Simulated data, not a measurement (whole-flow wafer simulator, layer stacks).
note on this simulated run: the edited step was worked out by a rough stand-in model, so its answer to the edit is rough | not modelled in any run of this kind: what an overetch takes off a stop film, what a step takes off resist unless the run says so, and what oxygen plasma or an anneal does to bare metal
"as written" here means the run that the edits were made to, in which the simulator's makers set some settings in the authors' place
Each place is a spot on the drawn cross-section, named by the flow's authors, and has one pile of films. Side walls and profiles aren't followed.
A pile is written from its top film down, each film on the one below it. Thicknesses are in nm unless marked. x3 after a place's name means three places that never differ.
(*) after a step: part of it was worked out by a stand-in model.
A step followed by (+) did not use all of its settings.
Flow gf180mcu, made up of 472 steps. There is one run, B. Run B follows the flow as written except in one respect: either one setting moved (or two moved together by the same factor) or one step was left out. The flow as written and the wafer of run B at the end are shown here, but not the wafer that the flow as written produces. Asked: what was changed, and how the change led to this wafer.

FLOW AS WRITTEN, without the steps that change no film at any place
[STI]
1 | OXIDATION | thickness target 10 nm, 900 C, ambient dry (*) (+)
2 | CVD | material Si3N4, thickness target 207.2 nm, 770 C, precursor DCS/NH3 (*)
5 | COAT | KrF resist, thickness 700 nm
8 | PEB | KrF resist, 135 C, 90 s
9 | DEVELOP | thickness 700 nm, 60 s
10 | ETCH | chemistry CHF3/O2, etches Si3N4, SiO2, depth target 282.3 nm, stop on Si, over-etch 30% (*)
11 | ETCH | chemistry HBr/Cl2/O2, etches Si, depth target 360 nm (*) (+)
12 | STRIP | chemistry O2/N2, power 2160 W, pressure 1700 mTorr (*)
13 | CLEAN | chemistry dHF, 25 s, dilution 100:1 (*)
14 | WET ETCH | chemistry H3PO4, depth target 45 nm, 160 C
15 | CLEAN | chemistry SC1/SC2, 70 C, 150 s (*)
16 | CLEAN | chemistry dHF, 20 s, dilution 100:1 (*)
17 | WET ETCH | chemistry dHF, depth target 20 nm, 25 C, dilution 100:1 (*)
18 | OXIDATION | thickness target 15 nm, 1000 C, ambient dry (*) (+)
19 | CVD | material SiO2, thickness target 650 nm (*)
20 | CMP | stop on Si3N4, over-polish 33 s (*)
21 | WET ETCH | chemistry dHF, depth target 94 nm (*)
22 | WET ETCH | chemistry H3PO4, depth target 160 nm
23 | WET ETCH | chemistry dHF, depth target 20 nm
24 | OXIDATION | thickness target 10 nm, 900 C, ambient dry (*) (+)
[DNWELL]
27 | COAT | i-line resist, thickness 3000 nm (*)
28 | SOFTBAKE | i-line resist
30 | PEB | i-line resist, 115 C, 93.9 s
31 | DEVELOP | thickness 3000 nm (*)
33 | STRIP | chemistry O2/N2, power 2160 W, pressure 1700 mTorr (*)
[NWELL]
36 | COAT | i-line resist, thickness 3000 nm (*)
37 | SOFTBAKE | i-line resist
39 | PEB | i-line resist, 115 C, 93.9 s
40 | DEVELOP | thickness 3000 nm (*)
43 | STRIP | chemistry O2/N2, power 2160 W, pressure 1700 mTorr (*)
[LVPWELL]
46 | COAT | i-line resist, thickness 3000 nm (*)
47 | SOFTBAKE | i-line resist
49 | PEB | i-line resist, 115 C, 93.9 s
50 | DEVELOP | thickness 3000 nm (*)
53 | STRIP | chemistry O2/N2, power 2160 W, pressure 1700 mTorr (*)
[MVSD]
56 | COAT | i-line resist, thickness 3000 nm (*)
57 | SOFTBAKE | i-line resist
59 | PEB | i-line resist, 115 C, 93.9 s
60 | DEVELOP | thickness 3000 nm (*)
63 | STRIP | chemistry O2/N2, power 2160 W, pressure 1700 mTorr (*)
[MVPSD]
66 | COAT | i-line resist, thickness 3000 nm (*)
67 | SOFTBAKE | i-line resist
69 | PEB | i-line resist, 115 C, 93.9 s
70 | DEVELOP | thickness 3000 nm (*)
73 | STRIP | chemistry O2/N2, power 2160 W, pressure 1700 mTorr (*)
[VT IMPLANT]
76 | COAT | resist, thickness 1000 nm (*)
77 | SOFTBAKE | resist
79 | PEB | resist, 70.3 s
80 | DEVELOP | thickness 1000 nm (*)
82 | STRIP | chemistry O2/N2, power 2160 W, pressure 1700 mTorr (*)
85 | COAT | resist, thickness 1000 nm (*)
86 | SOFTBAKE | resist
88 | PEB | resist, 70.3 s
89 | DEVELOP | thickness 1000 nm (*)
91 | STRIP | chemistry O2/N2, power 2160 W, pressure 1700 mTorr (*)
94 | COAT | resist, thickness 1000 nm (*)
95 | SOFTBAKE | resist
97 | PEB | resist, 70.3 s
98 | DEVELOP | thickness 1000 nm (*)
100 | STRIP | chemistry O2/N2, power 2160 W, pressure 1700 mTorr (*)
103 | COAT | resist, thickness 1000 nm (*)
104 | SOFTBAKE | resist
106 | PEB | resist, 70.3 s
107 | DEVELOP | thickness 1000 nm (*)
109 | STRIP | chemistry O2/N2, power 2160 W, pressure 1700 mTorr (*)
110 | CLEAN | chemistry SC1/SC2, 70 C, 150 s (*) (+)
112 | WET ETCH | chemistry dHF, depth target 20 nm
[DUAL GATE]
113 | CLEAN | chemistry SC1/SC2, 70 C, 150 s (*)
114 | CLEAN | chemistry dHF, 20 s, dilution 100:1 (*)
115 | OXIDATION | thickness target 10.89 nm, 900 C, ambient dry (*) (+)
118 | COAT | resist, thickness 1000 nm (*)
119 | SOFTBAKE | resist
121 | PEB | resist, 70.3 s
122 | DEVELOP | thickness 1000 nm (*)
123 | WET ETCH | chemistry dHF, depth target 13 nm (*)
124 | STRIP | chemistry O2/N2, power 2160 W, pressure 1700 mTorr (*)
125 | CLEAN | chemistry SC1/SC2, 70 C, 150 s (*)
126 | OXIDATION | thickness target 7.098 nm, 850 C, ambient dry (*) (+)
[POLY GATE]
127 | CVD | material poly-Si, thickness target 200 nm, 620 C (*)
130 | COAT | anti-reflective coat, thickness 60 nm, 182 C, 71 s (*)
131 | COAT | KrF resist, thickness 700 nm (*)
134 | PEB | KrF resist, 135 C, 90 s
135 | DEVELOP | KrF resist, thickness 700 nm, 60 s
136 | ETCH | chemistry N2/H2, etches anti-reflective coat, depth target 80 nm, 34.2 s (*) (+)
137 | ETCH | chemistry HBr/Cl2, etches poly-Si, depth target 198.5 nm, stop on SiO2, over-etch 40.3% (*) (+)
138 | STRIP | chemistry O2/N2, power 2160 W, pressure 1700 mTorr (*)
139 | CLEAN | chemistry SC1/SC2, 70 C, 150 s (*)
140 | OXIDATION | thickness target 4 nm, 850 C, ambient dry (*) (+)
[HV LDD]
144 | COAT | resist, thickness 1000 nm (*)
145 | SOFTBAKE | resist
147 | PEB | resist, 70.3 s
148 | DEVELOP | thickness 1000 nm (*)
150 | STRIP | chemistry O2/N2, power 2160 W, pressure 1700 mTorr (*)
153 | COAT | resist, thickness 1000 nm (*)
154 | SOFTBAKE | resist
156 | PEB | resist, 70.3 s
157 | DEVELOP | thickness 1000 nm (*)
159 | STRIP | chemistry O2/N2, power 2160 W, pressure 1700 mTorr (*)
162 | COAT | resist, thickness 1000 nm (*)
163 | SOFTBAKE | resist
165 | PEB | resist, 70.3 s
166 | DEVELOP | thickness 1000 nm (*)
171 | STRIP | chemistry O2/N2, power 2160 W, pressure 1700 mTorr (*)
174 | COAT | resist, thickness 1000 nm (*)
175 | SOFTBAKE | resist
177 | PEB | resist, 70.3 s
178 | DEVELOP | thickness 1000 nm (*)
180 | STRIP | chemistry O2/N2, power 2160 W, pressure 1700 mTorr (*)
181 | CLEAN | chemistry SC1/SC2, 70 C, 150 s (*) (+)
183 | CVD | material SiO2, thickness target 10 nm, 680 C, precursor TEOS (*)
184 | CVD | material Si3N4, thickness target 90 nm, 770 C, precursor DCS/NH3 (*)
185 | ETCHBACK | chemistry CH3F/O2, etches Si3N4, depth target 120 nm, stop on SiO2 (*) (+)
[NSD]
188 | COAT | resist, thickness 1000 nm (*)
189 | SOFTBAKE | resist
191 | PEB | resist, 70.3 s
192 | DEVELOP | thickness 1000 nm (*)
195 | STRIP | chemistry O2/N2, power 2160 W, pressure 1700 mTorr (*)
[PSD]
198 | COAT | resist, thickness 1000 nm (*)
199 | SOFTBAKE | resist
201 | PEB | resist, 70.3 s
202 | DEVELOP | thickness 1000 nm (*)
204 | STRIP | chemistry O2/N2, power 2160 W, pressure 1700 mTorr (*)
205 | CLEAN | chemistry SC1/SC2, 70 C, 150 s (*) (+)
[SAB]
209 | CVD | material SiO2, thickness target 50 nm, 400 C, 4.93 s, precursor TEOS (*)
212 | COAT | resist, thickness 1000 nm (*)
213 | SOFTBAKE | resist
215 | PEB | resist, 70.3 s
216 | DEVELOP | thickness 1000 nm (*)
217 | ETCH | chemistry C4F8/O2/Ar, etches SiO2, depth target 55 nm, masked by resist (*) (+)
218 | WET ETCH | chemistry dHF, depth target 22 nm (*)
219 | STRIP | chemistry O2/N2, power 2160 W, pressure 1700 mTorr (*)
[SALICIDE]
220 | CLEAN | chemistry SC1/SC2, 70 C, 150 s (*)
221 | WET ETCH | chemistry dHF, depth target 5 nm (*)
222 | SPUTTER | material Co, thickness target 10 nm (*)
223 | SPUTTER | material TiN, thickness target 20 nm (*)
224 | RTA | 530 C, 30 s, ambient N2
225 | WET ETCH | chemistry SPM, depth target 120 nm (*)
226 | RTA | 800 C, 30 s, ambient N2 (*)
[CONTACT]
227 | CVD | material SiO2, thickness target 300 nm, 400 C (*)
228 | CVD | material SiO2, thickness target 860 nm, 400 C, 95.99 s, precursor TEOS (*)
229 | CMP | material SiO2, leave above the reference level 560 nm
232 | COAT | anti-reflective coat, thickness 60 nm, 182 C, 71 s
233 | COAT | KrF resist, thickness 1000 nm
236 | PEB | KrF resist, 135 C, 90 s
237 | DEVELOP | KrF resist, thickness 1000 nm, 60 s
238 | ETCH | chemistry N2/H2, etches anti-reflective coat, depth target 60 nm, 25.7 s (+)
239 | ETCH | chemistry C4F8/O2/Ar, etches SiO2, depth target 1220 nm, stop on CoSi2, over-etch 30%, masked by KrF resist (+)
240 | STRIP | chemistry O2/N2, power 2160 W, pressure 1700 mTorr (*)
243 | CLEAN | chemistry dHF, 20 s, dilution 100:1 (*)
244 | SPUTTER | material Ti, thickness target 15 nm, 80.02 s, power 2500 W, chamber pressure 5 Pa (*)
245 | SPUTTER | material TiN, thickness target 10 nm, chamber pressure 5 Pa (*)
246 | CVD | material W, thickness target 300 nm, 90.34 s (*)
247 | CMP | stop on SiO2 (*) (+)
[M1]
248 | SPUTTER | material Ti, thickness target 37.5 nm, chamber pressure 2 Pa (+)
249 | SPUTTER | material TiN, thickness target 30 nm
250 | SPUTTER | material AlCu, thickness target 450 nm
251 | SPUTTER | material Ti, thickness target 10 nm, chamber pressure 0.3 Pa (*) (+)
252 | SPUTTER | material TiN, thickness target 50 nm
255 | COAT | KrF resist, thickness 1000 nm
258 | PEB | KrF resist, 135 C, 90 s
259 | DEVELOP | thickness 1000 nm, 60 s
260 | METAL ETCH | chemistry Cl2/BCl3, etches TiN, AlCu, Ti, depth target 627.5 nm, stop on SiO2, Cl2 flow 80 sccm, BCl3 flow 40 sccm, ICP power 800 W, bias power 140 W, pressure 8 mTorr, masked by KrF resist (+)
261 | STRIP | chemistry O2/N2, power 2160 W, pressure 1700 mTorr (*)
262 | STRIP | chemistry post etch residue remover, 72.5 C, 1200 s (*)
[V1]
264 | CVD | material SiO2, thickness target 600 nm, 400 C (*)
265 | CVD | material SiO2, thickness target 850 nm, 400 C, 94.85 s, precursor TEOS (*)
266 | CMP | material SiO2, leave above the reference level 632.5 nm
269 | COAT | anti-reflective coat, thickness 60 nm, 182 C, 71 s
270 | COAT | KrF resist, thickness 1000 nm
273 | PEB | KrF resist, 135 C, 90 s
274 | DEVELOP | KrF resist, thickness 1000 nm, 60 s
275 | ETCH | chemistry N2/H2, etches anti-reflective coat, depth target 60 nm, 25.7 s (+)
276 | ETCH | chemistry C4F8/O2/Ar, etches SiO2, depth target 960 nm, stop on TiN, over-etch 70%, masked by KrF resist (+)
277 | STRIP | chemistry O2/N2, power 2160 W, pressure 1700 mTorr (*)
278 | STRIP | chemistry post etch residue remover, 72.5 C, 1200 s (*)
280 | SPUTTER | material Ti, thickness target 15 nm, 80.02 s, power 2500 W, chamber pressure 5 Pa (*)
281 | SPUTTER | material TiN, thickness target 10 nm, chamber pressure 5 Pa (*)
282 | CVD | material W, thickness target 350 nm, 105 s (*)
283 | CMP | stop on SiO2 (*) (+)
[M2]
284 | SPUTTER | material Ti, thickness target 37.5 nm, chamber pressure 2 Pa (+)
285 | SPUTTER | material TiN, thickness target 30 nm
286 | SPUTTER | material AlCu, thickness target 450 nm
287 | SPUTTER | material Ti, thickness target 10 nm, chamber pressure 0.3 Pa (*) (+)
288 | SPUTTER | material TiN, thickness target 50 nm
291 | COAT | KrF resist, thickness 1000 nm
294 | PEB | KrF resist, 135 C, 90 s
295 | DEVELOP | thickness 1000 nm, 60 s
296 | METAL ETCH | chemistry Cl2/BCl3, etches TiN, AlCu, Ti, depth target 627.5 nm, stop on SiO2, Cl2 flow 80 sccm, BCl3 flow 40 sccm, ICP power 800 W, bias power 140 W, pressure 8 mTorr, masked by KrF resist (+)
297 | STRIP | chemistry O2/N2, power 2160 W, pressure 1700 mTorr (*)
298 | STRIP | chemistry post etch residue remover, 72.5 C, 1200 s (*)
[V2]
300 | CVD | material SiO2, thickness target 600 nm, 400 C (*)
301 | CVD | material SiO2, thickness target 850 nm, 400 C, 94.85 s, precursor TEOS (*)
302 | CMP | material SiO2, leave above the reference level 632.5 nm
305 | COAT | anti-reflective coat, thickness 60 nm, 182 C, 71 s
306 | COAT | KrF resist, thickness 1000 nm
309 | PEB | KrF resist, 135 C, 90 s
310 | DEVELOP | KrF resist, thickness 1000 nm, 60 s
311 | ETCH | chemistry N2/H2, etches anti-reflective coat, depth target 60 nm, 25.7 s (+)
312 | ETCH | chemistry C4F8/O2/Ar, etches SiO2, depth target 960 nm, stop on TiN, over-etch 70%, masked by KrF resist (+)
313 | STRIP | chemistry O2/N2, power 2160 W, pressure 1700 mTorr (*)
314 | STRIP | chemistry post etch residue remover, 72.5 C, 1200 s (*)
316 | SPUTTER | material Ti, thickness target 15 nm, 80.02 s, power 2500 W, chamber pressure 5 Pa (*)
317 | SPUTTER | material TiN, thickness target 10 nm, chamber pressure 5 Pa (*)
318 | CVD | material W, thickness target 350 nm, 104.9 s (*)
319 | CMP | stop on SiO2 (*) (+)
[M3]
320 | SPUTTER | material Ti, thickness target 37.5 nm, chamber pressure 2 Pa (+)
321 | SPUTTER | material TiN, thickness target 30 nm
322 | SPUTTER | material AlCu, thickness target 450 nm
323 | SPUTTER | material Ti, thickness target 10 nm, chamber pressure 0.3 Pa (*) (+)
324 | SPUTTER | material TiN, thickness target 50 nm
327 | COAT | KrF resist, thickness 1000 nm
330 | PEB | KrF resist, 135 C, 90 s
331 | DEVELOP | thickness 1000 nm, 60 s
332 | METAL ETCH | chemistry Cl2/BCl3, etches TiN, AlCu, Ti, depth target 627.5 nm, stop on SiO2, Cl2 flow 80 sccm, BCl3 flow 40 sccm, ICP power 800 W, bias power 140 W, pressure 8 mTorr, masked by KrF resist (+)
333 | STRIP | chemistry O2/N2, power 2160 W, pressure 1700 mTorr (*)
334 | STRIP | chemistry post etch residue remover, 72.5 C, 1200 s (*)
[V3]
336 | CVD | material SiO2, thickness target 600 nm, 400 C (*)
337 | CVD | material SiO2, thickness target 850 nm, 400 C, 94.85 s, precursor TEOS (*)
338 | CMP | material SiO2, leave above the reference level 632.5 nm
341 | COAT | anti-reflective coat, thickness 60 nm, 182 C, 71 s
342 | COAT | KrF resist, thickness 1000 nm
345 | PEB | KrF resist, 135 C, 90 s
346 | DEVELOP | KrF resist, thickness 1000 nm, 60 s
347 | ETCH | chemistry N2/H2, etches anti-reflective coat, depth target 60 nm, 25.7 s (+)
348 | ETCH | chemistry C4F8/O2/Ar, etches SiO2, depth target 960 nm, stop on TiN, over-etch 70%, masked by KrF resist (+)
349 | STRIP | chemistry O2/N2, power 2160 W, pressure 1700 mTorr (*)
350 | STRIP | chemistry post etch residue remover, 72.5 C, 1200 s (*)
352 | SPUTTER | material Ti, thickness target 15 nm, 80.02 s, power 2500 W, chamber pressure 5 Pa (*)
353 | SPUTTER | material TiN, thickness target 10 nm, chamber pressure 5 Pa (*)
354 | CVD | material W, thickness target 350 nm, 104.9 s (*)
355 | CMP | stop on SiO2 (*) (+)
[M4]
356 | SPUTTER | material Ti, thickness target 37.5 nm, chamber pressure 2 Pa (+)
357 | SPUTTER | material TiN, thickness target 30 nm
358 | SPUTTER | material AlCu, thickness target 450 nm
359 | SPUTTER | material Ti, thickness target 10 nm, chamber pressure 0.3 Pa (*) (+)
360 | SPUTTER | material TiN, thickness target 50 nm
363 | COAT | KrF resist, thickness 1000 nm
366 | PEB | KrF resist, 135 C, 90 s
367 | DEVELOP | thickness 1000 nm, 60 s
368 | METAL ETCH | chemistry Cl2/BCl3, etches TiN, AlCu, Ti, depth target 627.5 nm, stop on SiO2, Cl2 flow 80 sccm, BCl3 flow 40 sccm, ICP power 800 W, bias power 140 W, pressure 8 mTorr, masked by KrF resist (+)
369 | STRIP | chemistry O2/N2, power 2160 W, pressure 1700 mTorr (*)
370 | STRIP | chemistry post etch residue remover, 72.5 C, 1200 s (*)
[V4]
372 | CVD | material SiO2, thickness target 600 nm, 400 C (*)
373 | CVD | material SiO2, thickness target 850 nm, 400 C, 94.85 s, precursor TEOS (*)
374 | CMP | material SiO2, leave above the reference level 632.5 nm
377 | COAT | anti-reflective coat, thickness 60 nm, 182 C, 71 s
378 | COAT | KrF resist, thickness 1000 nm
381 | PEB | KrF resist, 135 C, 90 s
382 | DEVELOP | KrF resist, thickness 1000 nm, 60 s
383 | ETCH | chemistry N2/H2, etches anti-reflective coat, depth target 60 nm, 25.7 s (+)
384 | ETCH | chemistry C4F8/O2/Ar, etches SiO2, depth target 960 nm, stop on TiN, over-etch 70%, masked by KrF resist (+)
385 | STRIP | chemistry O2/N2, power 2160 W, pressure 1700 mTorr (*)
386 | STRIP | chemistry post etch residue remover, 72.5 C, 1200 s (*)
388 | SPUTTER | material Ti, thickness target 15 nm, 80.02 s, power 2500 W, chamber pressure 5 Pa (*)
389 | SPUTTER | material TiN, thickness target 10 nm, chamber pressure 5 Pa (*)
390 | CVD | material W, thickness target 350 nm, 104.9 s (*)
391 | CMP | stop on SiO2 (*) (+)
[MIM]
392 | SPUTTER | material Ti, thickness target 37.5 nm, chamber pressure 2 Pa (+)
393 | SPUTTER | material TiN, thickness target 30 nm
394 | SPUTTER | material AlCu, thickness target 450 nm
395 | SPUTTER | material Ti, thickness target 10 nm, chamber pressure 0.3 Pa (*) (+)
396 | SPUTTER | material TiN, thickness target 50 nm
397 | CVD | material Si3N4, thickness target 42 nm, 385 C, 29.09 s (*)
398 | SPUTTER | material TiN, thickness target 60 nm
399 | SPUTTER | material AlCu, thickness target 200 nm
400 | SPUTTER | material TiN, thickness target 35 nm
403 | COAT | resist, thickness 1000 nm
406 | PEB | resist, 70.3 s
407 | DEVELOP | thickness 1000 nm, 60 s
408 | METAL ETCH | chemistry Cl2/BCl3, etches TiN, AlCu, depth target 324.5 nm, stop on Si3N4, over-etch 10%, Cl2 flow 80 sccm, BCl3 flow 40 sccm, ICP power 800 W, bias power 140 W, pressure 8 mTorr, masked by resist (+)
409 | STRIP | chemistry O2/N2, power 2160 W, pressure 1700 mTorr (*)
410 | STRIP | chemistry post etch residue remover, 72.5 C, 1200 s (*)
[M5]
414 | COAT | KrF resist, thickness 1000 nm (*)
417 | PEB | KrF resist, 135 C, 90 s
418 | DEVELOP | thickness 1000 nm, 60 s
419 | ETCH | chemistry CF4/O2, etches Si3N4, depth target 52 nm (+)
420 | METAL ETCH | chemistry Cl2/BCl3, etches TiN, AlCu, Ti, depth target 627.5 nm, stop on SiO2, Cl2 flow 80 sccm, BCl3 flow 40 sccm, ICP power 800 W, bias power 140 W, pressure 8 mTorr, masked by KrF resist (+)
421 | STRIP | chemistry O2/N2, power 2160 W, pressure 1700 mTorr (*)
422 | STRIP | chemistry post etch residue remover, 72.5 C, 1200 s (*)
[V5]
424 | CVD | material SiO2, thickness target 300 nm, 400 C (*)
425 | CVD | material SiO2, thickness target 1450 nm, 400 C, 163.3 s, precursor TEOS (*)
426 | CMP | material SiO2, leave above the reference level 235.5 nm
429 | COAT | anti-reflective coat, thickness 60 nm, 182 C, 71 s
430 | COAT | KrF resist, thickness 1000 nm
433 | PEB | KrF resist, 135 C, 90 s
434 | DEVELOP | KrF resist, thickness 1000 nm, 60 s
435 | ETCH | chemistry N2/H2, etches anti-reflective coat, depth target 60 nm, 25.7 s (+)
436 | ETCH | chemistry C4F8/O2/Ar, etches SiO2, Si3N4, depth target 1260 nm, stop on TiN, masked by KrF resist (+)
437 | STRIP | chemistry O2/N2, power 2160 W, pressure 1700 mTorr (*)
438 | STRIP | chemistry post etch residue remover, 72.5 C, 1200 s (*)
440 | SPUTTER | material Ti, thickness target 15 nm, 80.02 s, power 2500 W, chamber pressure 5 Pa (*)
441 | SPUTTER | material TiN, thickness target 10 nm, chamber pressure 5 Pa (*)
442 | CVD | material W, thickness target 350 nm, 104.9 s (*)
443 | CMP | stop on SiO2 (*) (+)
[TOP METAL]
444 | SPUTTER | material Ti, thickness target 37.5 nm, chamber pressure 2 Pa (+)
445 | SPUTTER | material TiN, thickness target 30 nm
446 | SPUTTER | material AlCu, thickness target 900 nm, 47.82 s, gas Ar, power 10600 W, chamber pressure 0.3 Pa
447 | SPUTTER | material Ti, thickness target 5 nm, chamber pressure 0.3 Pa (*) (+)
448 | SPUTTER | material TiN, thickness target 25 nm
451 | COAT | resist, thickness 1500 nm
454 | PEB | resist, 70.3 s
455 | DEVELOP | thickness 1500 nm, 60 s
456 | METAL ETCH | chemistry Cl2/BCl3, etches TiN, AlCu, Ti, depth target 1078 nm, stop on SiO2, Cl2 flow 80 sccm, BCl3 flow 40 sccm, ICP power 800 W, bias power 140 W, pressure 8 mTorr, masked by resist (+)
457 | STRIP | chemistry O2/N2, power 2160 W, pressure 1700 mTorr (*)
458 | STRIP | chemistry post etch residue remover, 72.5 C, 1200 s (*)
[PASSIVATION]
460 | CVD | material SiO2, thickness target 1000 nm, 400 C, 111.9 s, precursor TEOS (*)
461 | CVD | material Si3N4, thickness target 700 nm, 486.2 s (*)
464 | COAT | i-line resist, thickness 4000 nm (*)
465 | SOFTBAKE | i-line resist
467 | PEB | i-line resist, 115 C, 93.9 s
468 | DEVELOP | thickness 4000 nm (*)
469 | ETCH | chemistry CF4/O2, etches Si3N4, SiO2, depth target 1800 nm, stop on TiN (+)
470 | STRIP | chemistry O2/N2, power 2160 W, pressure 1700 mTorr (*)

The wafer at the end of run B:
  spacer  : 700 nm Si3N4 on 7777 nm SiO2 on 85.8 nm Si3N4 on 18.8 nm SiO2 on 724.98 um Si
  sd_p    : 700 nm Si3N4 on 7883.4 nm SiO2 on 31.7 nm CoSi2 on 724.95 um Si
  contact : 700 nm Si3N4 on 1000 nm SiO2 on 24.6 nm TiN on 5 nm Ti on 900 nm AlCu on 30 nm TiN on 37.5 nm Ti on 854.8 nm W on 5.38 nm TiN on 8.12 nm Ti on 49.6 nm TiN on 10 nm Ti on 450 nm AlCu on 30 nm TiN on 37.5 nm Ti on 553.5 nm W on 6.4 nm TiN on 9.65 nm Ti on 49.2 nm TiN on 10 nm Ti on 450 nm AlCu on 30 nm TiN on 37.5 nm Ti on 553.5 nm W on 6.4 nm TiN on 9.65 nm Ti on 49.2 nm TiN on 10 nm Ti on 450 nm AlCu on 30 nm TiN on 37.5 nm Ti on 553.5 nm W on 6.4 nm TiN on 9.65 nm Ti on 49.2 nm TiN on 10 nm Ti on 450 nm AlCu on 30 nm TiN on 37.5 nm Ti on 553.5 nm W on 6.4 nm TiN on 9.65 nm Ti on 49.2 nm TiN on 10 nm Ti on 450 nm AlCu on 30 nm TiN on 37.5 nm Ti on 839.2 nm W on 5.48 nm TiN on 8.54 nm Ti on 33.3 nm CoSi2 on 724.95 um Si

What caused this: step 183, CVD: thickness target 11.6 nm was run, while the flow as written has thickness target 10 nm.

Step by step, how the change led to this:
  183 | CVD | material SiO2, thickness target 10 nm, 680 C, precursor TEOS (*)
      field, field__w1, field__w2 and 99 more: +11.6 SiO2 (in the flow as written it would be: +10 SiO2)
      ld_drift_p: +11.4 SiO2 (in the flow as written it would be: +9.87 SiO2)
      (as well as at 1 more place)
  189 | SOFTBAKE | resist
      field__w9: -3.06 resist (in the flow as written it would be: +6.92 resist)
      active_hv: -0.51 resist (in the flow as written it would be: +2.68 resist)
      (as well as at 2 more places)
  199 | SOFTBAKE | resist
      field__w9: -3.06 resist (in the flow as written it would be: +6.92 resist)
      active_hv: -0.51 resist (in the flow as written it would be: +2.68 resist)
      (as well as at 2 more places)
  218 | WET ETCH | chemistry dHF, depth target 22 nm (*)
      gate, gate_hv, gate_p and 23 more: -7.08 SiO2 (all of it) (in the flow as written it would be: -5.48 SiO2 (all of it))
      active, p_well, sd_n, iso_ptap_pw, iso_ntap_nw, iso_ptap_sub, vpnp_e: -10.6 SiO2 (all of it) (in the flow as written it would be: -9.01 SiO2 (all of it))
      (as well as at 16 more places)
